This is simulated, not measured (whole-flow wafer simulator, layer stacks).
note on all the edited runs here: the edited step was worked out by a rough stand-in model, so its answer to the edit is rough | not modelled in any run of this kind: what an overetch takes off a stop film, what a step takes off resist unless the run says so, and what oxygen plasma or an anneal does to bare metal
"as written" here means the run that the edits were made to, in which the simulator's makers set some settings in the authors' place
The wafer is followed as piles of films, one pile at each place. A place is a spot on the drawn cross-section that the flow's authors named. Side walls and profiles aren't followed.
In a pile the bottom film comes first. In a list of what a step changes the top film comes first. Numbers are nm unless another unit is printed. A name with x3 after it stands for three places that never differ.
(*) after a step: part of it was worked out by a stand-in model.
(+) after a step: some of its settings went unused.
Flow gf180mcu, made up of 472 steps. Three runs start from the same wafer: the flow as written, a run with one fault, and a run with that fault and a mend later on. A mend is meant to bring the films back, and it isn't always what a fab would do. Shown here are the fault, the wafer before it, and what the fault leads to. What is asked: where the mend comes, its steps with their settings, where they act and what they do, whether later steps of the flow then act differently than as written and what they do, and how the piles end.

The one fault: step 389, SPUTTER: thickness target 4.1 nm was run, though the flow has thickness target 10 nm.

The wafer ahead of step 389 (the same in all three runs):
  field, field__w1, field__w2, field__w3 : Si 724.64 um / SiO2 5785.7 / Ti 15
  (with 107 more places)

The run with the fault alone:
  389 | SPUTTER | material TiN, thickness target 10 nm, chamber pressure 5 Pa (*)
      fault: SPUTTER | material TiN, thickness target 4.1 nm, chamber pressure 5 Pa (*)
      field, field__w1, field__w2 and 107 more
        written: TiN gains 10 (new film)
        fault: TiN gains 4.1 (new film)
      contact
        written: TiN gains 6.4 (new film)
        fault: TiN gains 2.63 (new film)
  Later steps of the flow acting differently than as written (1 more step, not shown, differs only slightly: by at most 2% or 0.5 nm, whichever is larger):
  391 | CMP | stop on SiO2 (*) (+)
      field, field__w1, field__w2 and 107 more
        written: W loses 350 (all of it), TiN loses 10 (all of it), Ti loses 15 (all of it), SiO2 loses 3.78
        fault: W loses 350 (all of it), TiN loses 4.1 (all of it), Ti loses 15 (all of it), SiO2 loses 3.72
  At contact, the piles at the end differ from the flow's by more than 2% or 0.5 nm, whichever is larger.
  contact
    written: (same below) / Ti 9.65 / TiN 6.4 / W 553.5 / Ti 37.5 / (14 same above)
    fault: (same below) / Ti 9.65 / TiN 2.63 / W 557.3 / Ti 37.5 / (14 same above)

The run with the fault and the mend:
  The mend stands after step 389.
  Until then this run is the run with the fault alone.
  389a | SPUTTER | material TiN, thickness target 5.9 nm, chamber pressure 5 Pa (*) (a further turn of the flow's step 389, with different settings)
      field, field__w1, field__w2 and 107 more
        TiN gains 5.9
      contact
        TiN gains 3.78
  None of the later steps of the flow acts differently than as written at any place that is followed.
  At every place that both follow, the piles at the end match the flow's.
